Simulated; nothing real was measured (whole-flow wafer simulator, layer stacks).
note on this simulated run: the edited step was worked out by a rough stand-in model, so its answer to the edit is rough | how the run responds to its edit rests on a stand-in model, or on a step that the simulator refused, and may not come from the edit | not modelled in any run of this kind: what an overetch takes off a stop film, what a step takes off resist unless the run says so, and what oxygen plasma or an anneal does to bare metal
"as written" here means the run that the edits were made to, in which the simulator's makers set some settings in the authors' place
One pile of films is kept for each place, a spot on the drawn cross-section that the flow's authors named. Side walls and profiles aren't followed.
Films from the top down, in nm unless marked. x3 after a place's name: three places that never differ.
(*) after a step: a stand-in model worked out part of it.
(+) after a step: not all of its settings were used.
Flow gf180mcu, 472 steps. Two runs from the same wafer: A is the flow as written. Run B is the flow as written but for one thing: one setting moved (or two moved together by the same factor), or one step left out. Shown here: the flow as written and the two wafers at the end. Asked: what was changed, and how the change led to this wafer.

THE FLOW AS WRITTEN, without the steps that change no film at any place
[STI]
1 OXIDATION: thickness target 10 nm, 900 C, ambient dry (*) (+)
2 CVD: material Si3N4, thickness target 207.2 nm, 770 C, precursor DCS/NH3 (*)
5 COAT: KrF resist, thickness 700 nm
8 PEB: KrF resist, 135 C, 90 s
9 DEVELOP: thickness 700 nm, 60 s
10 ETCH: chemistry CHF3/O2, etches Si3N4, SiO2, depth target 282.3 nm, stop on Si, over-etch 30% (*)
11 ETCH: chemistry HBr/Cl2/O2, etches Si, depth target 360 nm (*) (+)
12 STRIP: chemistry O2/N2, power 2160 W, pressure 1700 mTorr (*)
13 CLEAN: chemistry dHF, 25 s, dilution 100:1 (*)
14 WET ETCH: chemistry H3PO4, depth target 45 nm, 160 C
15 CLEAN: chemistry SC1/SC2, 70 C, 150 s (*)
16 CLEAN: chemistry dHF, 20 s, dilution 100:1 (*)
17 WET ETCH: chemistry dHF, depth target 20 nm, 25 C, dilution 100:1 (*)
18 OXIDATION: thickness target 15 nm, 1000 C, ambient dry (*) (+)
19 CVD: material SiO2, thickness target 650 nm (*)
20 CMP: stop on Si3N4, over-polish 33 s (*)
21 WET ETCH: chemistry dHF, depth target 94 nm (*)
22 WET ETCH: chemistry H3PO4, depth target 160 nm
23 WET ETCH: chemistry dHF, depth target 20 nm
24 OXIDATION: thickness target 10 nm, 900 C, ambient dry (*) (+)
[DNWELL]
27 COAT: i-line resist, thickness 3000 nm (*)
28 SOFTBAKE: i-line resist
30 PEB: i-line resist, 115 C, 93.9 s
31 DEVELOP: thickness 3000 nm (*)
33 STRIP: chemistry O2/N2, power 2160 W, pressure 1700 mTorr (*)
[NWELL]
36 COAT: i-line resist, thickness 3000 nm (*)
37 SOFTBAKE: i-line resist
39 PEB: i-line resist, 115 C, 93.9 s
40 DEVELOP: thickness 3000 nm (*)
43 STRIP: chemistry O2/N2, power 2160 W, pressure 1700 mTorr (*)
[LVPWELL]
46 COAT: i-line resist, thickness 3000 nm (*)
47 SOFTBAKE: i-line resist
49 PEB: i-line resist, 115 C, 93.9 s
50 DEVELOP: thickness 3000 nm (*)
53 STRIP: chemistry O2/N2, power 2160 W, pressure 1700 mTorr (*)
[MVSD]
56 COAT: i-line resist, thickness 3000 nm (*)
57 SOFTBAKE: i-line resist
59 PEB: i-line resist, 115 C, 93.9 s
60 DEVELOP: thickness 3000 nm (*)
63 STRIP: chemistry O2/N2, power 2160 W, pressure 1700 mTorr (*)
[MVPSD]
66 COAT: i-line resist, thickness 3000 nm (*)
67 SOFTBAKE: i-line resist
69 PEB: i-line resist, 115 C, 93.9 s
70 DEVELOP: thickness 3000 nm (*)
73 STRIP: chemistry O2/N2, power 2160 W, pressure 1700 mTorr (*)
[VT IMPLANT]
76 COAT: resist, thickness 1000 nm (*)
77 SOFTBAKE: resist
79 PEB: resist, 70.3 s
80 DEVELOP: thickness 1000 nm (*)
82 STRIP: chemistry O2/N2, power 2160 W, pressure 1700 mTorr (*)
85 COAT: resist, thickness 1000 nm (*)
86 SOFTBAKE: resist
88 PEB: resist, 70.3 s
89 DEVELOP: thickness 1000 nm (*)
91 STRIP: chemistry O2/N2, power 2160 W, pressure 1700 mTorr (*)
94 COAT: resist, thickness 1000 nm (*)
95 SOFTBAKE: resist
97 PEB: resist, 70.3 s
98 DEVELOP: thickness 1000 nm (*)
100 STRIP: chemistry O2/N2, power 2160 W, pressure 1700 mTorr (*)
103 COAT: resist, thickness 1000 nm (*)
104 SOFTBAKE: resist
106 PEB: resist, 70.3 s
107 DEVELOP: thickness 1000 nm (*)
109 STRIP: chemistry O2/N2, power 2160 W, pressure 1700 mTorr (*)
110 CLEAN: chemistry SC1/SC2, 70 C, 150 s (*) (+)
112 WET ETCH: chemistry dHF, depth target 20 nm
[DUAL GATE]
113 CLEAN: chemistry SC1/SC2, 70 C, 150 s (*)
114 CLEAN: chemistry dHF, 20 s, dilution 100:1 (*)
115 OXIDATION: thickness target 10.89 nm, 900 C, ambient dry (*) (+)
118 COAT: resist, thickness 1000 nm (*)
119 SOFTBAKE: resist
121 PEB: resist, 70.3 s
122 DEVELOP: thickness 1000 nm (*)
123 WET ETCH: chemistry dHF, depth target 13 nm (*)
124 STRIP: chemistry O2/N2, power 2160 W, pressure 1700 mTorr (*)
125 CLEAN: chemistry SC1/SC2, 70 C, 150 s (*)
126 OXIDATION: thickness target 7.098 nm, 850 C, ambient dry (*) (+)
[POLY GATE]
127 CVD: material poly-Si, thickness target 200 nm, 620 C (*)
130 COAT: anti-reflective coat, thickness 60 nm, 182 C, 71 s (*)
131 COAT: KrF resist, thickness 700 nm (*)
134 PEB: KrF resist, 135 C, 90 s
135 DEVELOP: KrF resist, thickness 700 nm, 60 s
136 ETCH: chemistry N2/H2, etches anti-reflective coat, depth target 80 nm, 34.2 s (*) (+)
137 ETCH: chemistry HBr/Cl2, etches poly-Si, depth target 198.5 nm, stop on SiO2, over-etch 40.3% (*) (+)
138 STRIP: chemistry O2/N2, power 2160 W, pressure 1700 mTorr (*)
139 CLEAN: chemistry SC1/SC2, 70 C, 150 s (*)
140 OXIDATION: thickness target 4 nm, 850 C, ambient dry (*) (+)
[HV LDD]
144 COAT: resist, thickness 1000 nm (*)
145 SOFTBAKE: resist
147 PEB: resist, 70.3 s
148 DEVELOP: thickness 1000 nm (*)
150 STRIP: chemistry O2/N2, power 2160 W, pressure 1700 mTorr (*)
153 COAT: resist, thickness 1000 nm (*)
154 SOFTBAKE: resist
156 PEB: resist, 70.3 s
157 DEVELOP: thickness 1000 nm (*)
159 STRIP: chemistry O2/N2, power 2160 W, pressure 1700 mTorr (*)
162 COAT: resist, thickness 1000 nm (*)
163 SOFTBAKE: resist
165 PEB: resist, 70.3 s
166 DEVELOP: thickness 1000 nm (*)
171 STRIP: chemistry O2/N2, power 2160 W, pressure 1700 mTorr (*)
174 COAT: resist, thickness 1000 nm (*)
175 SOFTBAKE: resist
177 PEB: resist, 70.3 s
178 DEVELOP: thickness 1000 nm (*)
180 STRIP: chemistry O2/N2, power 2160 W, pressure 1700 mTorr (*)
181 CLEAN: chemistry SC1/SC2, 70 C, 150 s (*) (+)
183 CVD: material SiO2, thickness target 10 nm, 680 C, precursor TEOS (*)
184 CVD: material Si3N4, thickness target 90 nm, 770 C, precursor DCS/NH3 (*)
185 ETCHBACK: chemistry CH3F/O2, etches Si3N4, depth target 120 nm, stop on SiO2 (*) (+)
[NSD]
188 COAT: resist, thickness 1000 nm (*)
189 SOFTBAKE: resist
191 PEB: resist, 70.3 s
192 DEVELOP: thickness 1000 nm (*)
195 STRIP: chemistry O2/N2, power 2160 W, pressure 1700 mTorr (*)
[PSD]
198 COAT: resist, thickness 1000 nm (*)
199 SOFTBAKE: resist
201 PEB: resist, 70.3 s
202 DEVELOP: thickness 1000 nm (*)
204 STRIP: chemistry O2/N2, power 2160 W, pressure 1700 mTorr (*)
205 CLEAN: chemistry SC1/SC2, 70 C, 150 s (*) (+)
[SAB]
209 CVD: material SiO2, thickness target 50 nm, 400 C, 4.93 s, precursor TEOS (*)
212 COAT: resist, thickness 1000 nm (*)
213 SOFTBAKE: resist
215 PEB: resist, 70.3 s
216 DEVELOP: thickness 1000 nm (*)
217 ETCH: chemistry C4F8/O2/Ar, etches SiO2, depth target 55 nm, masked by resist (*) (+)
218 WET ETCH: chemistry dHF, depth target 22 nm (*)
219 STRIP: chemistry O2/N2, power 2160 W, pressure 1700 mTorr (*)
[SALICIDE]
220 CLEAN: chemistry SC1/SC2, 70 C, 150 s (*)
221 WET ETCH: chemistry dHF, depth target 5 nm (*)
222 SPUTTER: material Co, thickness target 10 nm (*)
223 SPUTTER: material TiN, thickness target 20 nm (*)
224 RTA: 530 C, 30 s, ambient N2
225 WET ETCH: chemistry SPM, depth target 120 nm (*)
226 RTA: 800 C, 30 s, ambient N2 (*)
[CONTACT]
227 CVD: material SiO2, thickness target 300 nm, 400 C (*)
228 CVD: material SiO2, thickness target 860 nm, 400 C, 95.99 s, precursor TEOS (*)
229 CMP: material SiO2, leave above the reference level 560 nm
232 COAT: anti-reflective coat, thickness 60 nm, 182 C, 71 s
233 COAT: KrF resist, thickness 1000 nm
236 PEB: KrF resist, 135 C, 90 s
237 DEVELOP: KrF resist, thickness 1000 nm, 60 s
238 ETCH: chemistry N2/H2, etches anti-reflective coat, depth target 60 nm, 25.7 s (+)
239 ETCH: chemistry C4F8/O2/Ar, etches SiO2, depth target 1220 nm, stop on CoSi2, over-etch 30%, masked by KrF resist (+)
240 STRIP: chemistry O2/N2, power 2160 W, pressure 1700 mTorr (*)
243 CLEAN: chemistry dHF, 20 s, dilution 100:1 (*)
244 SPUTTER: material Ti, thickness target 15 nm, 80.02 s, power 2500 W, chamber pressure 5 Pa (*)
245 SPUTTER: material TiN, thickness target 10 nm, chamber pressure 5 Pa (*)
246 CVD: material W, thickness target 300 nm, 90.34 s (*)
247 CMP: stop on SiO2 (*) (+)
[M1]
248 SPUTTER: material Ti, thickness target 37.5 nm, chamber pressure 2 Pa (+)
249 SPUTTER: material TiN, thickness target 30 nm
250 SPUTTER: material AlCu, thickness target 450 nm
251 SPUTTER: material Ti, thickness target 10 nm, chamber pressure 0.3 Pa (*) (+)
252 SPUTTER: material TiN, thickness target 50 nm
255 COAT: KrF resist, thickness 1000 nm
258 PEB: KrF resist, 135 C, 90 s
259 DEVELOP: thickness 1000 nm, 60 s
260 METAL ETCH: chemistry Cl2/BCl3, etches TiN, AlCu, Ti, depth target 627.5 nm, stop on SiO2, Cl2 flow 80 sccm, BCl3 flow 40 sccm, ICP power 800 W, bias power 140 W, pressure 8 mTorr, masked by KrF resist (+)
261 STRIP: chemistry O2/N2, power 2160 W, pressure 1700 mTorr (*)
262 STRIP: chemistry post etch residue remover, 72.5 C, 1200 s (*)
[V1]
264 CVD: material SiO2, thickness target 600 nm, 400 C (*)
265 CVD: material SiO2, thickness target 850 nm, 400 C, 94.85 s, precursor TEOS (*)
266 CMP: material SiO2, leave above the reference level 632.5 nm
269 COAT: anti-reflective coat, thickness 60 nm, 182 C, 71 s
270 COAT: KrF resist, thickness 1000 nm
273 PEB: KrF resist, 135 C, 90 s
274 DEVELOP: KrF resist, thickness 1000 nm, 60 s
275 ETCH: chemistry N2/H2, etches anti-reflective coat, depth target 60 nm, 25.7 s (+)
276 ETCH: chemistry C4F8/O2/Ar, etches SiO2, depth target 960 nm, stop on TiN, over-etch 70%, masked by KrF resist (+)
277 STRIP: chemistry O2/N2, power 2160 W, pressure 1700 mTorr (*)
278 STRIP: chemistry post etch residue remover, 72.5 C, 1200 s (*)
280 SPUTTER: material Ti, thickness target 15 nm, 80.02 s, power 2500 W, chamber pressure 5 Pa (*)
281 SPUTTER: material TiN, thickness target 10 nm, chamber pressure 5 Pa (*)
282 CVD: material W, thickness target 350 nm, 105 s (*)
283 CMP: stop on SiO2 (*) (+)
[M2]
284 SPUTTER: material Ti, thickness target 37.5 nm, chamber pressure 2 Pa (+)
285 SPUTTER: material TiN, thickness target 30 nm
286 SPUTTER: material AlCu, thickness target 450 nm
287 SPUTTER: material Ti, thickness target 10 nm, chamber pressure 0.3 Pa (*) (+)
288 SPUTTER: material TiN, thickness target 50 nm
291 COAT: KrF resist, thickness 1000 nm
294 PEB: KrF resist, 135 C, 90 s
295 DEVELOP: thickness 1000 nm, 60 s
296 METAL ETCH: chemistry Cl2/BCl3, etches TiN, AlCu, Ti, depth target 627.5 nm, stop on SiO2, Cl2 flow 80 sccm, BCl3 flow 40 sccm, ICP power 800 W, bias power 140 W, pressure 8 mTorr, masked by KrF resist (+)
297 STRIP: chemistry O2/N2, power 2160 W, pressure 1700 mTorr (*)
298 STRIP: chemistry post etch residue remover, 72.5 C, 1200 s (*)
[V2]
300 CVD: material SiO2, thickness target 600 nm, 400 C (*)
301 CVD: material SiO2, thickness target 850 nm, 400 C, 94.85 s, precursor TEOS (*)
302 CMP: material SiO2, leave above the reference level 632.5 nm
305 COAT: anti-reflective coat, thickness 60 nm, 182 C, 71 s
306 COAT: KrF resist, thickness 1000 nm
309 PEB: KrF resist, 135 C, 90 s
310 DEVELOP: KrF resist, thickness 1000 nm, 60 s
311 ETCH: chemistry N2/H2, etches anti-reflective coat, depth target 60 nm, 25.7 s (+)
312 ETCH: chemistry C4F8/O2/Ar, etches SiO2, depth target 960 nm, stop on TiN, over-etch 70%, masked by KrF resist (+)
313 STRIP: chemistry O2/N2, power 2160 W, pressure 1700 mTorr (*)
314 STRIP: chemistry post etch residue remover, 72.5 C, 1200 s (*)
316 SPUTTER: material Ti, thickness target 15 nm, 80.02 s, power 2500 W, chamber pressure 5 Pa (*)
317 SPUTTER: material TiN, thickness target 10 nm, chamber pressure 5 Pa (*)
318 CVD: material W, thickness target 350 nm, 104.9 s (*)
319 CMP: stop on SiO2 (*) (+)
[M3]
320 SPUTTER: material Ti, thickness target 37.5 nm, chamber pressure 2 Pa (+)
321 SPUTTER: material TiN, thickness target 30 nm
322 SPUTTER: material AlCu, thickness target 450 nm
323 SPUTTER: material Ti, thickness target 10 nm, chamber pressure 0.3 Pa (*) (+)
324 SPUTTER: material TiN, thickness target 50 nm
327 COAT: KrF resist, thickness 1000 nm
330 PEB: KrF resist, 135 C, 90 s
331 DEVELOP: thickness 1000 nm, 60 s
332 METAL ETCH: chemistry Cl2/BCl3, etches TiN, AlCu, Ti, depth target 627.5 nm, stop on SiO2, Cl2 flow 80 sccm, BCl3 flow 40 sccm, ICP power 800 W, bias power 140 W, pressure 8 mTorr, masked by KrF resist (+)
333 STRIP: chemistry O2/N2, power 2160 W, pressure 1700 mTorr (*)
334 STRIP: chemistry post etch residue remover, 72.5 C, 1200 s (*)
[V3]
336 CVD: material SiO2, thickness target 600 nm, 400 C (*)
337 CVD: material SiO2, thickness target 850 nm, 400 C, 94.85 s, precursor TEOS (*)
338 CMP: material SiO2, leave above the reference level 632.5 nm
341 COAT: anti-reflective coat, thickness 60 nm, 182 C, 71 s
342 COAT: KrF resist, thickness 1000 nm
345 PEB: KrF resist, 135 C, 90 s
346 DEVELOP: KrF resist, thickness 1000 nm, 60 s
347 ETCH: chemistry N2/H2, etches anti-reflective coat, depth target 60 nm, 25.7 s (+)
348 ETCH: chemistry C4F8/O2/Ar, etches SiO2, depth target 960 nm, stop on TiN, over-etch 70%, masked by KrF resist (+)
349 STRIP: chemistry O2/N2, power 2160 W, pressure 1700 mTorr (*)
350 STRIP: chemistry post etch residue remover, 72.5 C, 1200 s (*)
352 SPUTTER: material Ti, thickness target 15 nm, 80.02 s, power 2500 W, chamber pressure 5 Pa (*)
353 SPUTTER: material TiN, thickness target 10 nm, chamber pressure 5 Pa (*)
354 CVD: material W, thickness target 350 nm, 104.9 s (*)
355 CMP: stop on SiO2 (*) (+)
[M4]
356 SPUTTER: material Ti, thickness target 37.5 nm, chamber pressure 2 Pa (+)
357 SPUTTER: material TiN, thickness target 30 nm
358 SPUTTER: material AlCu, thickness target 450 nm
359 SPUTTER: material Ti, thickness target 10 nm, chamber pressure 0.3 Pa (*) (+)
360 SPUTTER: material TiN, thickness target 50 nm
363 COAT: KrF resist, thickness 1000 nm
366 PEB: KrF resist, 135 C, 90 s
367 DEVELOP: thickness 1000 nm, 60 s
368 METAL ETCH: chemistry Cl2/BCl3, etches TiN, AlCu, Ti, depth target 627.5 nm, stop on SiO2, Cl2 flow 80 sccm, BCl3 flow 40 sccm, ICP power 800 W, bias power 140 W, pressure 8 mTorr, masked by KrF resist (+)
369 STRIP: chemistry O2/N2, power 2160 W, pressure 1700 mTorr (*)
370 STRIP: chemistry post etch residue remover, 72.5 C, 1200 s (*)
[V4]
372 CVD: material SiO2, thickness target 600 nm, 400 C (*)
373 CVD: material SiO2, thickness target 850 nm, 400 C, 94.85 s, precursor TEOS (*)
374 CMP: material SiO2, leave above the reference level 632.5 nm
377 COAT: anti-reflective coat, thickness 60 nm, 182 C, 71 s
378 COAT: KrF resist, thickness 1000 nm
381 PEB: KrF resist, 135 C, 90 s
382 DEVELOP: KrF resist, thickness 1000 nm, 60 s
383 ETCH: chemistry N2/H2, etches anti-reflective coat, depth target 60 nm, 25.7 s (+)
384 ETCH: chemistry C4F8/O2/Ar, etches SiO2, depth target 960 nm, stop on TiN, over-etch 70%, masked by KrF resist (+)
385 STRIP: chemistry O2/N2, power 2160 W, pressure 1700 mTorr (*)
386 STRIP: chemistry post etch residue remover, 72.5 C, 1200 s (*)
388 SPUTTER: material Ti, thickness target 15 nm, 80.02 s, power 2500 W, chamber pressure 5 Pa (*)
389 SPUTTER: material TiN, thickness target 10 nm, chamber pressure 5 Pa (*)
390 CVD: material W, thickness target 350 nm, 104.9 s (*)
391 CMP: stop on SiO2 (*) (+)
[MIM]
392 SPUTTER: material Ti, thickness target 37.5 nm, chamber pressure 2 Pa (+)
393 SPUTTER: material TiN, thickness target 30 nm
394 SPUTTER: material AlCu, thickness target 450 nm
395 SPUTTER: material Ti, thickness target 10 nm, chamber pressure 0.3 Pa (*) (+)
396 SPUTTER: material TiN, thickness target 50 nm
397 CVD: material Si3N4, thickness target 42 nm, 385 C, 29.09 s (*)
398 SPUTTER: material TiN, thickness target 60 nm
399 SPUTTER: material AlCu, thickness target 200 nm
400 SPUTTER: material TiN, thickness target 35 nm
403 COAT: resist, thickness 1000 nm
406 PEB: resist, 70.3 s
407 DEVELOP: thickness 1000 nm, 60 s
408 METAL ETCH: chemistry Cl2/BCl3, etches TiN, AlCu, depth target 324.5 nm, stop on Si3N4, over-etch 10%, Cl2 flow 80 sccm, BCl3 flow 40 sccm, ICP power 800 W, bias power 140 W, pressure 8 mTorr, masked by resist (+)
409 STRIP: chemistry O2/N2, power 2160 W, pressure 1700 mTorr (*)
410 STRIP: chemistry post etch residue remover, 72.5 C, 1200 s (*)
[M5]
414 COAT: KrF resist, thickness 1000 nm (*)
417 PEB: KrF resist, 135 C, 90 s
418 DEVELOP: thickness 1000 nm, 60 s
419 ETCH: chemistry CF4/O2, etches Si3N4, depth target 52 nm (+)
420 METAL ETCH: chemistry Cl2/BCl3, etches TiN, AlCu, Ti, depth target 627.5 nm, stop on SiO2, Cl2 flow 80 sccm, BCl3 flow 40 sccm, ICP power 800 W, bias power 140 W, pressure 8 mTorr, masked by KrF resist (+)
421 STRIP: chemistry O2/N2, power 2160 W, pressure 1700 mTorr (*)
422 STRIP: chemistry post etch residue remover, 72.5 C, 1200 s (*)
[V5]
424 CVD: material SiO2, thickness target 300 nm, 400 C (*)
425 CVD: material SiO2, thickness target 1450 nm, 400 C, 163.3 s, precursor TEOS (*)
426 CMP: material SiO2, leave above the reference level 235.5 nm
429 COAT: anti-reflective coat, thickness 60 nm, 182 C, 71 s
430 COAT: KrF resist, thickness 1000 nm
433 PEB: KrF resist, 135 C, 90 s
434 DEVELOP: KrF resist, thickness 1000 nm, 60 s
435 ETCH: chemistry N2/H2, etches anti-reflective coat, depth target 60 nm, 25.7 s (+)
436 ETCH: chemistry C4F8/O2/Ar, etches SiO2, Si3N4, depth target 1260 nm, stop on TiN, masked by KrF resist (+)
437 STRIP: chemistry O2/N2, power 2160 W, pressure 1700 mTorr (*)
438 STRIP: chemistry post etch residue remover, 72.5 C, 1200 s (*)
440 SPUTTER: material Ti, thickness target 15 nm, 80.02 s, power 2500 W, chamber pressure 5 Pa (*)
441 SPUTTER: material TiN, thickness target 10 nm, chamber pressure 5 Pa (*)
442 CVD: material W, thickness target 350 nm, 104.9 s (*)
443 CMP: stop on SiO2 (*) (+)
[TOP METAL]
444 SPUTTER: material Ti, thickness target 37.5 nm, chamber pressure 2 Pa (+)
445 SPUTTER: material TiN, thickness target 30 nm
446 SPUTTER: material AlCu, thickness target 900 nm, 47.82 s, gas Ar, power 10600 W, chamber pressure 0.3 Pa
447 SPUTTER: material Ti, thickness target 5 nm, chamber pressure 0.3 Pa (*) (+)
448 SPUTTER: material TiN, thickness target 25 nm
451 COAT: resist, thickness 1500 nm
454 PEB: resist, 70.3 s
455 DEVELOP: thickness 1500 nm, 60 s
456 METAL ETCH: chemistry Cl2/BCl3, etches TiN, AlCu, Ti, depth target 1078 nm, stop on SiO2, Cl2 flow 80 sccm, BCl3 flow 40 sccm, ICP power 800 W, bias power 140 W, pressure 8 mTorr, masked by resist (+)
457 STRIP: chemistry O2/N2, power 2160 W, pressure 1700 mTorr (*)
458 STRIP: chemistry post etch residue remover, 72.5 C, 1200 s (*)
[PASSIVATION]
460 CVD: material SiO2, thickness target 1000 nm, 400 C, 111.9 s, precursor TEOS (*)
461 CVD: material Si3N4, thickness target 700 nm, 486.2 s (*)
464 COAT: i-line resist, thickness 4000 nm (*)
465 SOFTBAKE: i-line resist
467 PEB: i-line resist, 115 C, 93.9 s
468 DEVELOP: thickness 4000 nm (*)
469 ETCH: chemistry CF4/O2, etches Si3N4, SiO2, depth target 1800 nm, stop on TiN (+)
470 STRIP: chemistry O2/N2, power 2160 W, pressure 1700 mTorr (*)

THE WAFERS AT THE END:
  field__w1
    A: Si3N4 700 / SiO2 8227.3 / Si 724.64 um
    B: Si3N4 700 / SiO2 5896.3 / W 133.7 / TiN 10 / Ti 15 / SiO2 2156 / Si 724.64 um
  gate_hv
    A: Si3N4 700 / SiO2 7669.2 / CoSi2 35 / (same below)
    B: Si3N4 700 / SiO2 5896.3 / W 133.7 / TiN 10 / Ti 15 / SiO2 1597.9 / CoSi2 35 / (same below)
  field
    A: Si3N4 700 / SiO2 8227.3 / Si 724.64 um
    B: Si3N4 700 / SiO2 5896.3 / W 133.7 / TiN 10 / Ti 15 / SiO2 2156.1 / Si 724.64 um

The cause: step 265, CVD: thickness target 348 nm was run, where the flow has thickness target 850 nm; step 265, CVD: 38.89 s was run, where the flow has 94.85 s.

How the change led to this, step by step:
  265 CVD: material SiO2, thickness target 850 nm, 400 C, 94.85 s, precursor TEOS (*)
      field, field__w1, field__w2 and 108 more: A SiO2 +850 | B SiO2 +359
  266 CMP: material SiO2, leave above the reference level 632.5 nm
      field, field__w1, field__w2 and 99 more: A SiO2 -300 | B nothing
      field__w8, contact, m1 and 6 more: A SiO2 -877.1 | B SiO2 -386.1
  269 COAT: anti-reflective coat, thickness 60 nm, 182 C, 71 s
      active, p_well, sti, spacer, sd_n, mim_1p0, pad, dice_street: A anti-reflective coat +60 (new film) | B anti-reflective coat +61.3 (new film)
      field: A anti-reflective coat +60 (new film) | B anti-reflective coat +148.3 (new film)
      (and at 22 more places)
  270 COAT: KrF resist, thickness 1000 nm
      field: A KrF resist +1000 (new film) | B KrF resist +961.9 (new film)
      field__w1: A KrF resist +1000 (new film) | B KrF resist +971.6 (new film)
      (and at 12 more places)
  273 PEB: KrF resist, 135 C, 90 s
      n_well: A KrF resist -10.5 | B KrF resist -9.54
      contact: A KrF resist -10.5 | B KrF resist -8.91
      (and at 5 more places)
  274 DEVELOP: KrF resist, thickness 1000 nm, 60 s
      contact: A KrF resist -989.5 (all of it) | B KrF resist -887.2 (all of it)
  275 ETCH: chemistry N2/H2, etches anti-reflective coat, depth target 60 nm, 25.7 s (+)
      contact: A anti-reflective coat -60 (all of it), SiO2 -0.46 | B anti-reflective coat -18.7 (all of it), SiO2 -1.52
  277 STRIP: chemistry O2/N2, power 2160 W, pressure 1700 mTorr (*)
      p_well, sti, spacer, sd_n, mim_1p0, pad, dice_street: A KrF resist -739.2 (all of it), anti-reflective coat -60 (all of it) | B KrF resist -739.6 (all of it), anti-reflective coat -61.3 (all of it)
      field: A KrF resist -739.2 (all of it), anti-reflective coat -60 (all of it) | B KrF resist -701.5 (all of it), anti-reflective coat -148.3 (all of it)
      (and at 22 more places)
  280 SPUTTER: material Ti, thickness target 15 nm, 80.02 s, power 2500 W, chamber pressure 5 Pa (*)
      contact: A Ti +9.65 (new film) | B Ti +10.8 (new film)
  281 SPUTTER: material TiN, thickness target 10 nm, chamber pressure 5 Pa (*)
      contact: A TiN +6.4 (new film) | B TiN +7.19 (new film)
  282 CVD: material W, thickness target 350 nm, 105 s (*)
      contact: A W +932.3 (new film) | B W +739.3 (new film)
  283 CMP: stop on SiO2 (*) (+)
      field, field__w1, field__w2 and 99 more: A W -350 (all of it), TiN -10 (all of it), Ti -15 (all of it), SiO2 -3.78 | B W -204
      field__w8, m1, m1__w1, polyc_n, polyc_n_rim, polyc_p, polyc_p_rim, m1_nw: A W -350 (all of it), TiN -10 (all of it), Ti -15 (all of it), SiO2 -3.78 | B W -350 (all of it), TiN -10 (all of it), Ti -15 (all of it), SiO2 -20
      (and at 1 more place)
  296 METAL ETCH: chemistry Cl2/BCl3, etches TiN, AlCu, Ti, depth target 627.5 nm, stop on SiO2, Cl2 flow 80 sccm, BCl3 flow 40 sccm, ICP power 800 W, bias power 140 W, pressure 8 mTorr, masked by KrF resist (+)
      field, field__w1, field__w2 and 99 more: A TiN -50 (all of it), Ti -10 (all of it), AlCu -450 (all of it), TiN -30 (all of it), Ti -37.5 (all of it) | B TiN -50 (all of it), Ti -10 (all of it), AlCu -450 (all of it), TiN -30 (all of it), Ti -37.5 (all of it), W -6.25
  298 STRIP: chemistry post etch residue remover, 72.5 C, 1200 s (*)
      field, field__w1, field__w2 and 99 more: A nothing | B W -6.01
  300 CVD: material SiO2, thickness target 600 nm, 400 C (*)
      field, field__w1, field__w2 and 99 more: A SiO2 +600 | B SiO2 +600 (new film)
  302 CMP: material SiO2, leave above the reference level 632.5 nm
      field, field__w1, field__w2 and 99 more: A SiO2 -300 | B SiO2 -287.7
Counting metal films that touch as one body, field__w1 has 1 body; the flow as written gives 0 bodies.
Counting metal films that touch as one body, gate_hv has 2 bodies (between them, from the top down: SiO2 1597.9); the flow as written gives 1 body.
Counting metal films that touch as one body, field has 1 body; the flow as written gives 0 bodies.
